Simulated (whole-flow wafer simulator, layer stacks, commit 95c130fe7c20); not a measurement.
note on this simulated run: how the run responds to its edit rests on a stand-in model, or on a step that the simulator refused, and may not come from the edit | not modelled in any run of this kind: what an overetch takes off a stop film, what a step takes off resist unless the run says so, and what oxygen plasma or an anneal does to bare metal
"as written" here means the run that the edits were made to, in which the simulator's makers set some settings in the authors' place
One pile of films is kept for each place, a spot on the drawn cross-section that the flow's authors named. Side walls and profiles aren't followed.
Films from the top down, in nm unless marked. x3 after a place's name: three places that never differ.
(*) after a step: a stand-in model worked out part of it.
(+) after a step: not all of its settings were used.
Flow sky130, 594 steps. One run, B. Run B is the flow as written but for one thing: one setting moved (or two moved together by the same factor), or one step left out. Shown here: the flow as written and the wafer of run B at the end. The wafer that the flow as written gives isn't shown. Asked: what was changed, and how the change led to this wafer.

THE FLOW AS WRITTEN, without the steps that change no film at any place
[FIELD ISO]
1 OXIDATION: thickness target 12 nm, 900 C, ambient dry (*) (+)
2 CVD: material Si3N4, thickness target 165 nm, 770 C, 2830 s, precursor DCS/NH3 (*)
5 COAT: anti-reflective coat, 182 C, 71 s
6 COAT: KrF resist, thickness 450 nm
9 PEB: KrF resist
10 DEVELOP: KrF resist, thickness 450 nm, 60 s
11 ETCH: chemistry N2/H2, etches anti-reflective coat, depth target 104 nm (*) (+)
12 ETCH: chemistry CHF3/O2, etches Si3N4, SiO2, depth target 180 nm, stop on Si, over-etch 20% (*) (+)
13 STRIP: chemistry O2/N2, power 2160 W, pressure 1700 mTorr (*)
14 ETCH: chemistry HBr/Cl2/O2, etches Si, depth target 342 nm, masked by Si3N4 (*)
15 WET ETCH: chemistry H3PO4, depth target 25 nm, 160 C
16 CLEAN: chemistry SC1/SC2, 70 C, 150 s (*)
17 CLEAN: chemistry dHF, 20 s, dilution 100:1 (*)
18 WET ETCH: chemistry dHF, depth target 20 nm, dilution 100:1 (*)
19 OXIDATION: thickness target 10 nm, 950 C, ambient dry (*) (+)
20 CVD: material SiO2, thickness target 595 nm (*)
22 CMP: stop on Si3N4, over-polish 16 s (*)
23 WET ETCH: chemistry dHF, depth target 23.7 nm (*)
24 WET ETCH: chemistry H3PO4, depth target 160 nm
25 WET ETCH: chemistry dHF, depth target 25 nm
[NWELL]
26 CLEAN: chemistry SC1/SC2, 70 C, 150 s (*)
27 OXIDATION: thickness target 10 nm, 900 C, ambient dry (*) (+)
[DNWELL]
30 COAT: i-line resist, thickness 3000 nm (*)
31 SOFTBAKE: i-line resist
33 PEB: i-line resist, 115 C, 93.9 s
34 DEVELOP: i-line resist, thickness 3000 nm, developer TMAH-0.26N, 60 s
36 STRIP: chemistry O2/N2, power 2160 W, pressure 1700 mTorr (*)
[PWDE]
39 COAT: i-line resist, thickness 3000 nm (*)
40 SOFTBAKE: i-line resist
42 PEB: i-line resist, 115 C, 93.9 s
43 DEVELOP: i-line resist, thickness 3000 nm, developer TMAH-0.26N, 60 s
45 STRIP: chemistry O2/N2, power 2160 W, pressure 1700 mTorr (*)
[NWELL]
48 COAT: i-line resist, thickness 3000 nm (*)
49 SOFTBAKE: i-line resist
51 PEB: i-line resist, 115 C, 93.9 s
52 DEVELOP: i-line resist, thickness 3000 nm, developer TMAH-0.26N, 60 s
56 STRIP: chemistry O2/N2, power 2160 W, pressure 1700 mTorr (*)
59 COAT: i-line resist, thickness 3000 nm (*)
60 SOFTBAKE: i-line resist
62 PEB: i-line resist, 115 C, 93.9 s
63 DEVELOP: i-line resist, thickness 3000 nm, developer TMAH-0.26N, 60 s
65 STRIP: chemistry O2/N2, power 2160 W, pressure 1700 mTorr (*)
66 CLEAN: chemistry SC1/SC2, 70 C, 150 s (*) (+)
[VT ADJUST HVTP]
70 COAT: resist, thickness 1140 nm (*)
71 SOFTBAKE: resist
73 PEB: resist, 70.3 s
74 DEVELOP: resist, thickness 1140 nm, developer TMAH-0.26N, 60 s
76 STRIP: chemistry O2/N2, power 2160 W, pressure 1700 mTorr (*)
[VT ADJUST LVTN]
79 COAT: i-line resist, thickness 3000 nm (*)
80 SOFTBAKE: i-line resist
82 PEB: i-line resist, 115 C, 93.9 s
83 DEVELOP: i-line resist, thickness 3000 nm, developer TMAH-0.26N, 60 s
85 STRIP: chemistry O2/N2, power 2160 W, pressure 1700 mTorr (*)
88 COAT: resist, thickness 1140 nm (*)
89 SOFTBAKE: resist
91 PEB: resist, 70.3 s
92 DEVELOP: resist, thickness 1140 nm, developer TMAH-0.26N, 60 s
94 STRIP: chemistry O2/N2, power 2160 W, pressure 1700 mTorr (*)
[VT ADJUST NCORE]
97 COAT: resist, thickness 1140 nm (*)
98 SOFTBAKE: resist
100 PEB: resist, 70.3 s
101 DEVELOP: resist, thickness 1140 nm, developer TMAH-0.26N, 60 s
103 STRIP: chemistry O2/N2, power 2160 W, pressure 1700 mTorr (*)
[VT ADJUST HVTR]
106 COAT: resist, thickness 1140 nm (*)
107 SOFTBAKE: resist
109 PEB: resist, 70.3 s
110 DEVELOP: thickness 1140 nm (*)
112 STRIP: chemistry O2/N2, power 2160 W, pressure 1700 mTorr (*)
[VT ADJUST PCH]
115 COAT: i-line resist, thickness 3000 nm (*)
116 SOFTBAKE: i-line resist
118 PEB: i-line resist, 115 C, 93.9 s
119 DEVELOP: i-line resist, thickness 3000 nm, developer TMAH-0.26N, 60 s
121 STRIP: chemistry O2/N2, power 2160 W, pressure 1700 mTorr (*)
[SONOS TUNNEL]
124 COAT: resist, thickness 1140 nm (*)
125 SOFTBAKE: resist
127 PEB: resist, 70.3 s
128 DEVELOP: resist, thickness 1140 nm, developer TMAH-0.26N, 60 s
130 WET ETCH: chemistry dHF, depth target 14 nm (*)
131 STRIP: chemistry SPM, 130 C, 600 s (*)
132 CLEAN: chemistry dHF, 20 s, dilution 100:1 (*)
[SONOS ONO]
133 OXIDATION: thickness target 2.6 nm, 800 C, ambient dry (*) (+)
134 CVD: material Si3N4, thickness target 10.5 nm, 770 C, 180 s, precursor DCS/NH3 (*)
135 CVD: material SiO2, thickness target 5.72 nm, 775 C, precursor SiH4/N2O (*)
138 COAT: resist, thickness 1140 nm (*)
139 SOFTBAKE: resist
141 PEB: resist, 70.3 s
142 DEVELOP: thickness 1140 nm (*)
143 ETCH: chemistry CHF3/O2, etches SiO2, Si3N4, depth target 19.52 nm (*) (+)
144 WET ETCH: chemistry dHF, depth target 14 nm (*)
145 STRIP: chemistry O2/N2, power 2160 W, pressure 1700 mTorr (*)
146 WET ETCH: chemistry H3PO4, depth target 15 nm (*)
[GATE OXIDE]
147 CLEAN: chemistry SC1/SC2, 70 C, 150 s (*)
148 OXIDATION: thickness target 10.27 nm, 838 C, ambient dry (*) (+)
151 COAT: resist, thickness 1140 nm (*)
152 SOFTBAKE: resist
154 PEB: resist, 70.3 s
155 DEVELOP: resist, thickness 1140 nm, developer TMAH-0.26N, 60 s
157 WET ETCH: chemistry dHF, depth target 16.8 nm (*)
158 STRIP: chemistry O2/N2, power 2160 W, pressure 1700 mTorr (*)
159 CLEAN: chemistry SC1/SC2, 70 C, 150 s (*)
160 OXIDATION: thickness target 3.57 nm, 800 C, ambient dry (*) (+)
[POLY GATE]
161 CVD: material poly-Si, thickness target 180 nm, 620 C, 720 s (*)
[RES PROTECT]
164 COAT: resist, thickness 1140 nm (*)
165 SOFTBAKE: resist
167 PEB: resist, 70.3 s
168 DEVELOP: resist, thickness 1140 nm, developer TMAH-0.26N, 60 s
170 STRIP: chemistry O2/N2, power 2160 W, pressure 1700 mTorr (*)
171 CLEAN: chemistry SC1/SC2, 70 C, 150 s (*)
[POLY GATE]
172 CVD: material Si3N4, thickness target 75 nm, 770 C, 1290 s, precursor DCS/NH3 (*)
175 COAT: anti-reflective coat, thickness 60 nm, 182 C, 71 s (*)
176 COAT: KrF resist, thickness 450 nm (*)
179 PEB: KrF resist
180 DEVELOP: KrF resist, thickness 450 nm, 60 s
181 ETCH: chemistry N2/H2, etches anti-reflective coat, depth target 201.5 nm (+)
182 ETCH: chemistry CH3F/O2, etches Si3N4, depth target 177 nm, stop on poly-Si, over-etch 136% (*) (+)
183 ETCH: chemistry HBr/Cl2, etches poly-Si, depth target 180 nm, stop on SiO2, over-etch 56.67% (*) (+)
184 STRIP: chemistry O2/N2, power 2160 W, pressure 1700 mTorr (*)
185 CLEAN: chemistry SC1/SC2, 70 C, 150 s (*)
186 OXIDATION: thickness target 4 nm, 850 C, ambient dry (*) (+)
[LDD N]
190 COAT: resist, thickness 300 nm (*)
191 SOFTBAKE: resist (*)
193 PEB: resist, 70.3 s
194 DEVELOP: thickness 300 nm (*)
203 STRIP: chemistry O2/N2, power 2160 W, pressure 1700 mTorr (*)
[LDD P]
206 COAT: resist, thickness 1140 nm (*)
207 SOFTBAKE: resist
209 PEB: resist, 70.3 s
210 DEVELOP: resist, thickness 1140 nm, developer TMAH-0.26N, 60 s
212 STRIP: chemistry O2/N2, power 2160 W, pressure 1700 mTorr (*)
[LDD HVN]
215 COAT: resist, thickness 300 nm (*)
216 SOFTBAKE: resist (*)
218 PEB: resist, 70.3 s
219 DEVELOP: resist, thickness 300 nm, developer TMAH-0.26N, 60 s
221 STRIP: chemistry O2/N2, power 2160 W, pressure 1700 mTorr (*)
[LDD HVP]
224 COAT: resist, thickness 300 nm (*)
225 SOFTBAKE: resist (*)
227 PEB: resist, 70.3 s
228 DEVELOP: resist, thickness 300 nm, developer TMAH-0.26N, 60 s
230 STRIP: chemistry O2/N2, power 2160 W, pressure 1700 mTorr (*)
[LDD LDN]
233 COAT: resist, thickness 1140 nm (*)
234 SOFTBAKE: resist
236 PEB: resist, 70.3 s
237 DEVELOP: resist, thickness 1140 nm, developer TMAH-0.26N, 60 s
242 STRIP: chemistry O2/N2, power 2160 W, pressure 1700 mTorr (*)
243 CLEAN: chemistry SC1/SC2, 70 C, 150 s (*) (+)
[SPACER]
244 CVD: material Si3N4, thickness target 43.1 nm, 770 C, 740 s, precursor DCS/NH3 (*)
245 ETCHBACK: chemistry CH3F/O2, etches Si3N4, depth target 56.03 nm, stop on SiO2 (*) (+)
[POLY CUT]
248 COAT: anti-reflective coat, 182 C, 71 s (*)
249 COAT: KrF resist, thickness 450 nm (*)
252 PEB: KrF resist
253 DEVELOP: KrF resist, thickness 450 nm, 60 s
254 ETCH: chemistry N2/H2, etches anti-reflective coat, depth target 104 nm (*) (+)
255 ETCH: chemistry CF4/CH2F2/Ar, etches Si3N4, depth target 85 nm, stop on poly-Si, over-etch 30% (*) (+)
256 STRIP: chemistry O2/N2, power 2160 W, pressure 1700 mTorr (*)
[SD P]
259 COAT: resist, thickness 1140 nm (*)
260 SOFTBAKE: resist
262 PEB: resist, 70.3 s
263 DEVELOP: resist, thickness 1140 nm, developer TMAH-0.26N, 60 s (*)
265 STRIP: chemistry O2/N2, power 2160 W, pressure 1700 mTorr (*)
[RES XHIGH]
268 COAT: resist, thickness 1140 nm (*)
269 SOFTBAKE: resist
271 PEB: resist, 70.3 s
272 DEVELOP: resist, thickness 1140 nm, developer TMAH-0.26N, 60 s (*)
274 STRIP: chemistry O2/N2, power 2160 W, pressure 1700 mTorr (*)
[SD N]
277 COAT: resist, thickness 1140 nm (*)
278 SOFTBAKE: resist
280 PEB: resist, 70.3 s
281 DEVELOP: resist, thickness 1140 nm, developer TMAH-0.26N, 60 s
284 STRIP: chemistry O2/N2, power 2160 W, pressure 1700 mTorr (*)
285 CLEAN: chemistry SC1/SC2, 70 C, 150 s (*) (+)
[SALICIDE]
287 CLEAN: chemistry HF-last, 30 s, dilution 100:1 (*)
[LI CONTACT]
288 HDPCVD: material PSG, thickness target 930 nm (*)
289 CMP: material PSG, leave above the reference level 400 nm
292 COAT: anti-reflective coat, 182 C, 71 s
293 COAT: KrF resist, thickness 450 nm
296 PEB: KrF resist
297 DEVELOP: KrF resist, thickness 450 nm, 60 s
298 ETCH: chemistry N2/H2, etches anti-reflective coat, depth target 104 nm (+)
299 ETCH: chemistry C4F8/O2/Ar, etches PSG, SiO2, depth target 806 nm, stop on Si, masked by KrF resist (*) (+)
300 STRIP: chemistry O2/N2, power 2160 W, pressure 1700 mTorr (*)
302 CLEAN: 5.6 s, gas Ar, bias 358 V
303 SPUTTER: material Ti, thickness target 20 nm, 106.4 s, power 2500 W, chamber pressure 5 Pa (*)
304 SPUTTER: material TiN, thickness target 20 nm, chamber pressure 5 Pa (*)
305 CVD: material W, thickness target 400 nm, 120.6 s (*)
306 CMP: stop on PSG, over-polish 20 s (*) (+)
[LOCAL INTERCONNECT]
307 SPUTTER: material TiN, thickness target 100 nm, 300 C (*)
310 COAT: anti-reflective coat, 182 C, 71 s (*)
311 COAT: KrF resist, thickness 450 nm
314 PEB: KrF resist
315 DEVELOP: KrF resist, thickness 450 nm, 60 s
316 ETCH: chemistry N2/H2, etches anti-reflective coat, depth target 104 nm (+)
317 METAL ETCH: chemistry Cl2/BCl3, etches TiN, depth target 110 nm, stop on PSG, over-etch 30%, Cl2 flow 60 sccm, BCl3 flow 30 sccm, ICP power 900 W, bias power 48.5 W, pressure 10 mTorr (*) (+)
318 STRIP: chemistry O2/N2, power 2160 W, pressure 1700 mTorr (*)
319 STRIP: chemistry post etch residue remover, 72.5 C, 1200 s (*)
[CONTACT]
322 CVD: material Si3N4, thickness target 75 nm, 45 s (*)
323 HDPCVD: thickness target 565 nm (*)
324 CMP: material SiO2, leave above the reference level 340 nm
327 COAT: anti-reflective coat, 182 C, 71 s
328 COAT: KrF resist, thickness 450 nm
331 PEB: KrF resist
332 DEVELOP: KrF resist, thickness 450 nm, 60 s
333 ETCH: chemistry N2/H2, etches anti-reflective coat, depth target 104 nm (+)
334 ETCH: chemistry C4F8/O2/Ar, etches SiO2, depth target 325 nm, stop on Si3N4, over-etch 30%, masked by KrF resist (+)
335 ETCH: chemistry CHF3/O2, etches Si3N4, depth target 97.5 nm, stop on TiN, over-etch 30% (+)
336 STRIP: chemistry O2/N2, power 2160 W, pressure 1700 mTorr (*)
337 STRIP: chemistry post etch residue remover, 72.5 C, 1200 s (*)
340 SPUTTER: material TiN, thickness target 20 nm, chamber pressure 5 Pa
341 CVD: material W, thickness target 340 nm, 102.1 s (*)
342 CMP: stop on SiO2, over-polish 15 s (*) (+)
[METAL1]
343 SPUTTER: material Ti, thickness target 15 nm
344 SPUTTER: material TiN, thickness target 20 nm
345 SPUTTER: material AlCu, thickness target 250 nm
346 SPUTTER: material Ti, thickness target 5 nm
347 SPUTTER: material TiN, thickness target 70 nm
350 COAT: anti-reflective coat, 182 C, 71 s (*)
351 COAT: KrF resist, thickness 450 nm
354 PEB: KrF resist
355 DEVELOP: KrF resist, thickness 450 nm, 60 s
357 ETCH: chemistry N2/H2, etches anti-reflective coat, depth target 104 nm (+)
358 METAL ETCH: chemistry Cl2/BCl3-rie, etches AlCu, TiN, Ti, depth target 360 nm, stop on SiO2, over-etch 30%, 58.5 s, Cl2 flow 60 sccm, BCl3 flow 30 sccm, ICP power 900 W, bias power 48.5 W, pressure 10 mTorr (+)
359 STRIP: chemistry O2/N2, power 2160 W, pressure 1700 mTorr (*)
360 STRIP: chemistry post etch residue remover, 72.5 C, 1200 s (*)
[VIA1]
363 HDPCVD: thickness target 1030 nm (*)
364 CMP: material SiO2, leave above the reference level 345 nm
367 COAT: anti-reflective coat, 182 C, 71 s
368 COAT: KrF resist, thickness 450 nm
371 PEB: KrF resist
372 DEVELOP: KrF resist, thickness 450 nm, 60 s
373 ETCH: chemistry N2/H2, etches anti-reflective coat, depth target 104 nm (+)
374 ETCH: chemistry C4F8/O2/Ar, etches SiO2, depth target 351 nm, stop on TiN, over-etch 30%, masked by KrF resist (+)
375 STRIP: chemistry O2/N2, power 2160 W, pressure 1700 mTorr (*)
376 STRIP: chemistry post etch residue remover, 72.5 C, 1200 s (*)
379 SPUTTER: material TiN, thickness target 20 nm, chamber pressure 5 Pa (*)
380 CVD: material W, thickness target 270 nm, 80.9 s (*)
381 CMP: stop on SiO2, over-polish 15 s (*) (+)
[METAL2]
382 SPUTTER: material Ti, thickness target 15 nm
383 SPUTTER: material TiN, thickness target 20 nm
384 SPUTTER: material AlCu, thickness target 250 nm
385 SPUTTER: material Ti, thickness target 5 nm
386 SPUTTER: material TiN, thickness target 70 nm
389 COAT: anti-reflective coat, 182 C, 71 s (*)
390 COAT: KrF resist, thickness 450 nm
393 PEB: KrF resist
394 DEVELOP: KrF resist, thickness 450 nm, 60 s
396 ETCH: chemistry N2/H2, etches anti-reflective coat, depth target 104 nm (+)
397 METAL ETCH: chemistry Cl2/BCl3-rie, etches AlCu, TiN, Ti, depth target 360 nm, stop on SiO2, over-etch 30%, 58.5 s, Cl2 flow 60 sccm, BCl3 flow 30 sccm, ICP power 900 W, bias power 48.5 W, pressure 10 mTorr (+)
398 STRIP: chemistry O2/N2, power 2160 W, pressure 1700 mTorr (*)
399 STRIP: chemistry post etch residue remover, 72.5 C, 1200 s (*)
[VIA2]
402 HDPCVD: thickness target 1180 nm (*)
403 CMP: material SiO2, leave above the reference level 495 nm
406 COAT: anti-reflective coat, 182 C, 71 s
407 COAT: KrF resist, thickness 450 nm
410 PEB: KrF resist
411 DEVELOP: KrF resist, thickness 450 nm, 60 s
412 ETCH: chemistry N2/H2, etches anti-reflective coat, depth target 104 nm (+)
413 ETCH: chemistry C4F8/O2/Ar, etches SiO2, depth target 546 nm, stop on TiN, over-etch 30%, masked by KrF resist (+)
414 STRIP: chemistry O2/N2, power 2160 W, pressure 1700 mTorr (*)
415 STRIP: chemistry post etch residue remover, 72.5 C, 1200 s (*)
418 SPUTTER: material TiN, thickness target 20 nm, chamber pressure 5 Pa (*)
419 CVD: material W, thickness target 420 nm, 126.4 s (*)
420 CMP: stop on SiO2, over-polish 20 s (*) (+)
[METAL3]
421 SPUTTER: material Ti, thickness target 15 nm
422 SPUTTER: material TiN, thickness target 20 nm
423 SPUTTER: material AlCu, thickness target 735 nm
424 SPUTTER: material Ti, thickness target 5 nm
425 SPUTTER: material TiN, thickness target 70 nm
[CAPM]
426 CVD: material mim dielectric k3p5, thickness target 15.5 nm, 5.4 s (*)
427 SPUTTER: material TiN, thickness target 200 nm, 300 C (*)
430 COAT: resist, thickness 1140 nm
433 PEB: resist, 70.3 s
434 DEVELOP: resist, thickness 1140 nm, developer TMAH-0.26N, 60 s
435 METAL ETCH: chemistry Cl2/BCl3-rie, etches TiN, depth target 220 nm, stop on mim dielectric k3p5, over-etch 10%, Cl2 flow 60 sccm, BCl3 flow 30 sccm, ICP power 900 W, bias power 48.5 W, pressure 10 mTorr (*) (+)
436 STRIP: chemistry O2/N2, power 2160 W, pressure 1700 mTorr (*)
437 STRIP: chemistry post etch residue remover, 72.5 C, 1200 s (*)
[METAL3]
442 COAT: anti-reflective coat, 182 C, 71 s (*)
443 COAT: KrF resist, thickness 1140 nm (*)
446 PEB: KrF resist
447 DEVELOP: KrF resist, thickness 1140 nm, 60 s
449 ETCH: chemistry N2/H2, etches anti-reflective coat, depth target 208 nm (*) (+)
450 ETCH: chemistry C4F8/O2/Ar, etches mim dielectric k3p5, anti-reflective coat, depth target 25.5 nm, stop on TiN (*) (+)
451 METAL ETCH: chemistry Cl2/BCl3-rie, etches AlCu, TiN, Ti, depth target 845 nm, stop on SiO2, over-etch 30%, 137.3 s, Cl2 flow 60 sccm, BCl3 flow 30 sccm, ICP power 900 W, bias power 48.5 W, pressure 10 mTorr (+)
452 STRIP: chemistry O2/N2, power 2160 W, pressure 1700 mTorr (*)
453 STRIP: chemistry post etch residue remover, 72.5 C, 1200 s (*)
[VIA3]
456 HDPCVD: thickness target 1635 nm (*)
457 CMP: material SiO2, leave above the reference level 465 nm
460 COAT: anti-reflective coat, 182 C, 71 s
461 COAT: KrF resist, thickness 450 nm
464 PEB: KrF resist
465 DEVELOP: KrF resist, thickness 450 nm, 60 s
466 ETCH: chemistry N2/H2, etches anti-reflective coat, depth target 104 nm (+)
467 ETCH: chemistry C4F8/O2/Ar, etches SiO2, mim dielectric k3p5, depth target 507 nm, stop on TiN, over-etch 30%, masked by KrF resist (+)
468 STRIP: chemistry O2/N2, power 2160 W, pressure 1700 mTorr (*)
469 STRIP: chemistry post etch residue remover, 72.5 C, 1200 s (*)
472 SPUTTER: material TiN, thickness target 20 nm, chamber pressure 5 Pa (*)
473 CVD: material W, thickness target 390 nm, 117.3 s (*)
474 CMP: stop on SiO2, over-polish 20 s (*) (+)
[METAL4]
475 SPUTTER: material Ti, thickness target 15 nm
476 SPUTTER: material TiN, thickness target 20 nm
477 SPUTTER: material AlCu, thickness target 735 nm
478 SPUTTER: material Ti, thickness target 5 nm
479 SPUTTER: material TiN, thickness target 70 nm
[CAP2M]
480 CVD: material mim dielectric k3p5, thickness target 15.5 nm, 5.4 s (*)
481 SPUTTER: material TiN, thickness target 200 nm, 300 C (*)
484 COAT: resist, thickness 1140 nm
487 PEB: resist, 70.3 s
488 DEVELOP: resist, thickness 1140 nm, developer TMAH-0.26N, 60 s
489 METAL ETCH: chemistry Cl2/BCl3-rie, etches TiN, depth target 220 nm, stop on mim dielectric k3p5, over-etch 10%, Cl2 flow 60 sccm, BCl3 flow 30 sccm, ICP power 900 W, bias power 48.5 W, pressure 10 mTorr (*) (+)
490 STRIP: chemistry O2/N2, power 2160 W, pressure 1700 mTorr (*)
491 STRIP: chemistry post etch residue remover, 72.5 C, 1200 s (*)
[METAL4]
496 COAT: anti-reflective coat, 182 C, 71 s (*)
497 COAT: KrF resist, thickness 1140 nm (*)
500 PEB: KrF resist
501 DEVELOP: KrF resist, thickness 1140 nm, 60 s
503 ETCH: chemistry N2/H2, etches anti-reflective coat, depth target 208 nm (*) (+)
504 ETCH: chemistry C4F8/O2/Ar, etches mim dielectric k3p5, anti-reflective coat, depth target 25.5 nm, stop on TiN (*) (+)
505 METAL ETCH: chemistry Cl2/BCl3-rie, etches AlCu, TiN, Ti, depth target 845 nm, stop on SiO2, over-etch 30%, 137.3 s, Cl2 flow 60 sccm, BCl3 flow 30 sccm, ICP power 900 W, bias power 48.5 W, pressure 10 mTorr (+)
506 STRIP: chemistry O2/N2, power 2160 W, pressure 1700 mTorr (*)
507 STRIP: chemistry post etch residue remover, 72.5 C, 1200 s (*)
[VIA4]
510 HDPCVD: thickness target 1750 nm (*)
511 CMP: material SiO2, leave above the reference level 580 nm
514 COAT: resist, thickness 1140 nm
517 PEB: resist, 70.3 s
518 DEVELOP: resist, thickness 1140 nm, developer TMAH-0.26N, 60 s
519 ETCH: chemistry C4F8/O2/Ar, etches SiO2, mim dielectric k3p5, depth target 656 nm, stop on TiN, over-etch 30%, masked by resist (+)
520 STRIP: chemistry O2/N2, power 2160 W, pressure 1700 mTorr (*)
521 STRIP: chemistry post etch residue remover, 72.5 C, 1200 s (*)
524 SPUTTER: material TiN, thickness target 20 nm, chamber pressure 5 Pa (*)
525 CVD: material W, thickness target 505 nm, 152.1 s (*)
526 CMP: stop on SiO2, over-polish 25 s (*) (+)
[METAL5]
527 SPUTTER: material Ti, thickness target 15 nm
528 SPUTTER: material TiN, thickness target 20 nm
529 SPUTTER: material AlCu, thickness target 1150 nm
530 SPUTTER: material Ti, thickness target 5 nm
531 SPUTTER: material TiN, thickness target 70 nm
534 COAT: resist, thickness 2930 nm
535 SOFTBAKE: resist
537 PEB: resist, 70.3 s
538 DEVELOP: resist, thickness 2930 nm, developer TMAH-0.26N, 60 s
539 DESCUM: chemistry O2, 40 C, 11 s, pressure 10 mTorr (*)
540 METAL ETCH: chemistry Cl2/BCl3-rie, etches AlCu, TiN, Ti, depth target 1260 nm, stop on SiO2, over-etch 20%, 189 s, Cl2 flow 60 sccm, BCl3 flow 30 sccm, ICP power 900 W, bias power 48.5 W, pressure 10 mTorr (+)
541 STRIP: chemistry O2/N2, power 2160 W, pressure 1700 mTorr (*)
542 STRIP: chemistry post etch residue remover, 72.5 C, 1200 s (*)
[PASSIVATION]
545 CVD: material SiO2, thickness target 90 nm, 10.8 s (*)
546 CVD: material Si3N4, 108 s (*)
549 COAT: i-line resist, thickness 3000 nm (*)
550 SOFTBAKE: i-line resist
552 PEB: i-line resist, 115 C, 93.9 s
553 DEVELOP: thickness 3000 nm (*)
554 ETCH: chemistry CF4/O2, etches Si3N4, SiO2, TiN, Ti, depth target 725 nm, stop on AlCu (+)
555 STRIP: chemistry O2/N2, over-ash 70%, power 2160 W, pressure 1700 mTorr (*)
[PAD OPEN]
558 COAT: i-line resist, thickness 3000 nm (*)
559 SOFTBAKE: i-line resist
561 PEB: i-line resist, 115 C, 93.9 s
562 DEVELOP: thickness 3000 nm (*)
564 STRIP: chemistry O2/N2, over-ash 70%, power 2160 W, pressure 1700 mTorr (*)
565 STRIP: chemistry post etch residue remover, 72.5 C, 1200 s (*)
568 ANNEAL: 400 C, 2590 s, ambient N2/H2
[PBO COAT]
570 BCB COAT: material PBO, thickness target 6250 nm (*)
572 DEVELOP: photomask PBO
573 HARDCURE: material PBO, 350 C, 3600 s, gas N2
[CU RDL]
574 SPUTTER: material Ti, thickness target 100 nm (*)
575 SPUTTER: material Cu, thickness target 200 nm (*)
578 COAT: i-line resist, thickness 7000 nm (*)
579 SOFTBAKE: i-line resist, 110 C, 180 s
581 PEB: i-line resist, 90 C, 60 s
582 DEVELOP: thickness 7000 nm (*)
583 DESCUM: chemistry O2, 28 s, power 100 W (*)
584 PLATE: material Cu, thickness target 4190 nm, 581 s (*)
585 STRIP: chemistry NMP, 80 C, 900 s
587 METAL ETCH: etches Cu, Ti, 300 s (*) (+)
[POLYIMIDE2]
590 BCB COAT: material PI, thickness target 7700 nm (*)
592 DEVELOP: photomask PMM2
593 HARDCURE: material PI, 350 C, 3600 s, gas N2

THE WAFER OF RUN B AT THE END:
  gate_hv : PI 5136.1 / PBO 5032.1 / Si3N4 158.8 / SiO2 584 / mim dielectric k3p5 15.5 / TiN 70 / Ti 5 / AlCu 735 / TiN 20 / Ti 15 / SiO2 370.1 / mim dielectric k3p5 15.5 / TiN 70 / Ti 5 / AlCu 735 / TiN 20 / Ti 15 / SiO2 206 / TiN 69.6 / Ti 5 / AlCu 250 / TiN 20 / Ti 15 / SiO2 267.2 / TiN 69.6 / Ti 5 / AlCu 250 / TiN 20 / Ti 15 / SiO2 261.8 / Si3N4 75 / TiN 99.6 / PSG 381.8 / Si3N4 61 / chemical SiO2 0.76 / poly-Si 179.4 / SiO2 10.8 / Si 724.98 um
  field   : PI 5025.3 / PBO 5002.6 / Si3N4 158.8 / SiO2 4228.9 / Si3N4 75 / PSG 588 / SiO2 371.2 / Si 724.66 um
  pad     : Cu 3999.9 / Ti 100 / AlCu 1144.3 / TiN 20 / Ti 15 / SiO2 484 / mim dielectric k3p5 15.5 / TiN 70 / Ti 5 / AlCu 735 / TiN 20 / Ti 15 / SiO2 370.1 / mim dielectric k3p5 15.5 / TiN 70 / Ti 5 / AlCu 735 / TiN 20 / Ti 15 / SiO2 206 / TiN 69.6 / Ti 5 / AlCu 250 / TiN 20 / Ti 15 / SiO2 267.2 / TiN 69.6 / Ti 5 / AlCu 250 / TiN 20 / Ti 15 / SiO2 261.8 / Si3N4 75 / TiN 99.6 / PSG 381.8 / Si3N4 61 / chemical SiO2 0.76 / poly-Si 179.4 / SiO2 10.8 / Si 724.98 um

The cause: step 403, CMP: leave above the reference level 285 nm was run, where the flow has leave above the reference level 495 nm.

How the change led to this, step by step:
  403 CMP: material SiO2, leave above the reference level 495 nm
      n_well, p_well, gate_hv and 101 more: SiO2 -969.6 (as written it would be: SiO2 -759.6)
      field, active, gate and 82 more: SiO2 -599.1 (as written it would be: SiO2 -389.1)
      (and at 2 more places)
  413 ETCH: chemistry C4F8/O2/Ar, etches SiO2, depth target 546 nm, stop on TiN, over-etch 30%, masked by KrF resist (+)
      field, active, n_well and 186 more: KrF resist -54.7 (as written it would be: KrF resist -109.2)
      m1: SiO2 -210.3 (all of it) (as written it would be: SiO2 -420.3 (all of it))
      (and at 1 more place)
  414 STRIP: chemistry O2/N2, power 2160 W, pressure 1700 mTorr (*)
      field, active, n_well and 186 more: KrF resist -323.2 (all of it), anti-reflective coat -80 (all of it) (as written it would be: KrF resist -268.6 (all of it), anti-reflective coat -80 (all of it))
  418 SPUTTER: material TiN, thickness target 20 nm, chamber pressure 5 Pa (*)
      m1: TiN +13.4 (as written it would be: TiN +10.2)
      via2_hole: TiN +13.3 (as written it would be: TiN +10.2)
  419 CVD: material W, thickness target 420 nm, 126.4 s (*)
      m1: W +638 (new film) (as written it would be: W +851.1 (new film))
      via2_hole: W +637.5 (new film) (as written it would be: W +850.7 (new film))
